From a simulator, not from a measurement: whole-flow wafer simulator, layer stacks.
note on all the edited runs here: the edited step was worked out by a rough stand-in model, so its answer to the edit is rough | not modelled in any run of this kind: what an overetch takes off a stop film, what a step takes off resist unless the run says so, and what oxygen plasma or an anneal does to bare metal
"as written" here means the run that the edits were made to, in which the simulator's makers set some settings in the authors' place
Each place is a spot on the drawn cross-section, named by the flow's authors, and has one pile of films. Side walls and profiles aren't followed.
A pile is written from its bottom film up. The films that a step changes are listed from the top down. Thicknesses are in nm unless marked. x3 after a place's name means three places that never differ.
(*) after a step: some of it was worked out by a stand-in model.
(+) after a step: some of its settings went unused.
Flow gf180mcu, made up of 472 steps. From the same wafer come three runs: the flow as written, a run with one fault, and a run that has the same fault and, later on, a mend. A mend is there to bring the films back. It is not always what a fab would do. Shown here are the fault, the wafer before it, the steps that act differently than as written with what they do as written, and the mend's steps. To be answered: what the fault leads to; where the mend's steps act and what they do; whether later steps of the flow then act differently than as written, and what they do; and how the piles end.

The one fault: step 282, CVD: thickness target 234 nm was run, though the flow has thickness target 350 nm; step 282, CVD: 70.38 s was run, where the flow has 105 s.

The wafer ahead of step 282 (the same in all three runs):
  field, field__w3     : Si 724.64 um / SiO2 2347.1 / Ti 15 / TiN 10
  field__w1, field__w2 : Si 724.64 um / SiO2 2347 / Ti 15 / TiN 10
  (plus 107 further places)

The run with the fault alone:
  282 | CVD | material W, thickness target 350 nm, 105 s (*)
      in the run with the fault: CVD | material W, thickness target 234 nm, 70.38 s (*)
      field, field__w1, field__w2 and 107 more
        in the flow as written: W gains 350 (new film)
        in the run with the fault: W gains 235.3 (new film)
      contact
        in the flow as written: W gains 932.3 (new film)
        in the run with the fault: W gains 817.6 (new film)
  Steps later in the flow that act otherwise than as written:
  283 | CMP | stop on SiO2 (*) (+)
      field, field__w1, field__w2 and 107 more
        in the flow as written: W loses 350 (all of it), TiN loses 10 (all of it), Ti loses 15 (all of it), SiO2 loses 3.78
        in the run with the fault: W loses 235.3 (all of it), TiN loses 10 (all of it), Ti loses 15 (all of it), SiO2 loses 2.63
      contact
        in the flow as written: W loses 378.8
        in the run with the fault: W loses 263
  At the end the piles are close to the flow's at the places that both follow, differing by at most 2% or 0.5 nm, whichever is larger.

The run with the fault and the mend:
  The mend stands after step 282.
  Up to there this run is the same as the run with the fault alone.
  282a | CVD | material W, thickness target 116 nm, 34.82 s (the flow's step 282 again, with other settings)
      field, field__w1, field__w2 and 108 more
        W gains 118
  Later steps of the flow that are run all act as written at every place that is followed, up to a difference of at most 2% or 0.5 nm, whichever is larger.
  At the end the piles are close to the flow's at the places that both follow, differing by at most 2% or 0.5 nm, whichever is larger.
